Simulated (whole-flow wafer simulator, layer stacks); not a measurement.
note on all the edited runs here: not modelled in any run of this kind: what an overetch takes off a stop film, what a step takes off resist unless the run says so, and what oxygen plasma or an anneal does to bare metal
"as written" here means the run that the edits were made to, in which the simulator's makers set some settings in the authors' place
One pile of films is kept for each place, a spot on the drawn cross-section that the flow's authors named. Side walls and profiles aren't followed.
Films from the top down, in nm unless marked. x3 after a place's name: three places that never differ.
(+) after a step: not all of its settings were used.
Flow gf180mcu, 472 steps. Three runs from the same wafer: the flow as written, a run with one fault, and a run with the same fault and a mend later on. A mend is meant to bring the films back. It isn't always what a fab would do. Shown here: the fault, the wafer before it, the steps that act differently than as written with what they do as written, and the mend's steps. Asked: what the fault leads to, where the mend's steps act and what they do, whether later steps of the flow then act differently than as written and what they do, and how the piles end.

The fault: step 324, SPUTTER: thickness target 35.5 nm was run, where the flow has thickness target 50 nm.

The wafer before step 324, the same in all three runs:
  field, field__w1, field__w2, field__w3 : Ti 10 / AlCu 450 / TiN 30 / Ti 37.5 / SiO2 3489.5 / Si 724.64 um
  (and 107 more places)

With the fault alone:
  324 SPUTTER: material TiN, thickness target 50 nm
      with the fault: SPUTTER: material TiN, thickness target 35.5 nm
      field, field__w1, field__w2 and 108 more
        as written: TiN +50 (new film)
        with the fault: TiN +35.5 (new film)
  Later steps of the flow that act differently than as written (4 more steps differ only slightly, by at most 2% or 0.5 nm, whichever is larger, and aren't shown):
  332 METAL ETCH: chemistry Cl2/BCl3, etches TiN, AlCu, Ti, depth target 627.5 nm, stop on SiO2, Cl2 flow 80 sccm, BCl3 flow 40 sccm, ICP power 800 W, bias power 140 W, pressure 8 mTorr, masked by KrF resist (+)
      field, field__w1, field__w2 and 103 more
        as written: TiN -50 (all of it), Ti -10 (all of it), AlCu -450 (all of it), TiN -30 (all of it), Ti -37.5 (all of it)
        with the fault: TiN -35.5 (all of it), Ti -10 (all of it), AlCu -450 (all of it), TiN -30 (all of it), Ti -37.5 (all of it)
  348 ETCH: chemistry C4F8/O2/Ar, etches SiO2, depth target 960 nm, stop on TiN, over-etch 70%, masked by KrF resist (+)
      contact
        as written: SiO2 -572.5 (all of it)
        with the fault: SiO2 -587 (all of it)
  At the end the piles differ from the flow's by more than 2% or 0.5 nm, whichever is larger, at field__w8, contact, m1, m1__w1, m1_nw.
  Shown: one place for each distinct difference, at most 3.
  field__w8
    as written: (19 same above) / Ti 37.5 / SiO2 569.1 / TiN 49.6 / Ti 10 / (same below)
    with the fault: (19 same above) / Ti 37.5 / SiO2 583.6 / TiN 35.1 / Ti 10 / (same below)
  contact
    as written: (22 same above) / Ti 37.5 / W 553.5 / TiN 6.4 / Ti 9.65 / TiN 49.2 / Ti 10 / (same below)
    with the fault: (22 same above) / Ti 37.5 / W 568.1 / TiN 6.35 / Ti 9.57 / TiN 34.7 / Ti 10 / (same below)

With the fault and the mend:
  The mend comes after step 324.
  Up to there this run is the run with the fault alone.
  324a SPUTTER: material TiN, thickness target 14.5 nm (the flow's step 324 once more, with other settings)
      field, field__w1, field__w2 and 108 more
        TiN +14.5
  No later step of the flow acts differently than as written at any place that is followed.
  At the end the piles are the same as the flow's at every place that both follow.
